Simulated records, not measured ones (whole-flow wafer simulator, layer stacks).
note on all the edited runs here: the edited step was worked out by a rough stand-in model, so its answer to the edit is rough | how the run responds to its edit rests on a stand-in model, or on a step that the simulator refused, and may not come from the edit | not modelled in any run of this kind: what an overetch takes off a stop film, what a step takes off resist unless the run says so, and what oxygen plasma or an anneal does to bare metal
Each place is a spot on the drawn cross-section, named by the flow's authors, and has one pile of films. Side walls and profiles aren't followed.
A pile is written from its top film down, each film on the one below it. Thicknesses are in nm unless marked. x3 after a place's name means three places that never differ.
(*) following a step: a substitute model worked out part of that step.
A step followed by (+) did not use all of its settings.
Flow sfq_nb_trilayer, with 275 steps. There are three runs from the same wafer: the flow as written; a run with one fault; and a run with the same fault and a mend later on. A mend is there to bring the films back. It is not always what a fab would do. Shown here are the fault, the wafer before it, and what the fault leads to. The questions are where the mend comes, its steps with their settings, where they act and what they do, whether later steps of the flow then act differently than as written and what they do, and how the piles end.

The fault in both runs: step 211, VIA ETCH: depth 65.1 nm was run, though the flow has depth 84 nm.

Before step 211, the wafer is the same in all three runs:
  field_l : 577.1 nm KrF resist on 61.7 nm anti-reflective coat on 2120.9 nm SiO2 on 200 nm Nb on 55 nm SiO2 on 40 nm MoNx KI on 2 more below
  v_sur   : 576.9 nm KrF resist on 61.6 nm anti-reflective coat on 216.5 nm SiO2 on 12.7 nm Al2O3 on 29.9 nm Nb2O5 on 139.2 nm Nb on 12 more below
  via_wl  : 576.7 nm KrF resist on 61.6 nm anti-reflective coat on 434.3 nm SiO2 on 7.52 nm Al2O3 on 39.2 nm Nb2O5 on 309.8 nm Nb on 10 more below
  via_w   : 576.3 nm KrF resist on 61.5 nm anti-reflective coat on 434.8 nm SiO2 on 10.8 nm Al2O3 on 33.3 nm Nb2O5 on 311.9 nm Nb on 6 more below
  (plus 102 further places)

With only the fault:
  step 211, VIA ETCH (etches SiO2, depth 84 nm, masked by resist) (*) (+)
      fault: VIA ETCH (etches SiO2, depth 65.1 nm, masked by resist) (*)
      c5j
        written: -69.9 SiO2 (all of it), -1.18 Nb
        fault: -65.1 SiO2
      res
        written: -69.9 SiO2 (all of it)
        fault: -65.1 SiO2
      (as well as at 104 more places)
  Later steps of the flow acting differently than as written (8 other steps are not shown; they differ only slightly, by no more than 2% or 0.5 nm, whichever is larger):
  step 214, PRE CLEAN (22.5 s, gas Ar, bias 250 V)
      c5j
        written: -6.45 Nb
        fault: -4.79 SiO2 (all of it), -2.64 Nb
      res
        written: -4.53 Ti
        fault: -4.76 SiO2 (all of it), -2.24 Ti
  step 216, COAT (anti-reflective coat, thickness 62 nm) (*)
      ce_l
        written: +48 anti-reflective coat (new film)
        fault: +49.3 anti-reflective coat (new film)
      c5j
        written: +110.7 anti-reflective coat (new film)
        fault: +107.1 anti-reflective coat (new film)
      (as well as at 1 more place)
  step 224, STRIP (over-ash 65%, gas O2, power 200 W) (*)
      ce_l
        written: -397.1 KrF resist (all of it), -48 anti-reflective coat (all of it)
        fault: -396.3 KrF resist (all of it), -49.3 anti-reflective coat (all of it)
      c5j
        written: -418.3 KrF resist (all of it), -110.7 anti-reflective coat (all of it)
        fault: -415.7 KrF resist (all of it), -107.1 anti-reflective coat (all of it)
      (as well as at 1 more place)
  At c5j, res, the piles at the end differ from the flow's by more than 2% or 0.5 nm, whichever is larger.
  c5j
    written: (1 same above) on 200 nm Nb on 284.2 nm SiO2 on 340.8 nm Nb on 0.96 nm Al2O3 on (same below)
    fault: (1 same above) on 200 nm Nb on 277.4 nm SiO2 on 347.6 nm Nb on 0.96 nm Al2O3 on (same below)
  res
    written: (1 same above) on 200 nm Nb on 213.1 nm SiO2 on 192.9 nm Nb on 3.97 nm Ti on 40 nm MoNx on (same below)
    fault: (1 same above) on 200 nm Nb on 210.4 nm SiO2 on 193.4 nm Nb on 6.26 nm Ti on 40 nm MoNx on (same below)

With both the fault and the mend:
  After step 211 comes the mend.
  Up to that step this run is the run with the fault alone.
  step 211a, VIA ETCH (etches SiO2, depth 18.9 nm, masked by resist) (*) (+) (the flow's step 211, run once more with other settings)
      field_l, v_sur, via_wl and 101 more
        -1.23 KrF resist
      c5j
        -4.79 SiO2 (all of it), -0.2 Nb
      res
        -4.76 SiO2 (all of it)
  Every later step of the flow that is run acts as written, at every place that is followed, to within 2% or 0.5 nm, whichever is larger.
  The piles end only slightly different from the flow's at the places that both follow, by no more than 2% or 0.5 nm, whichever is larger.
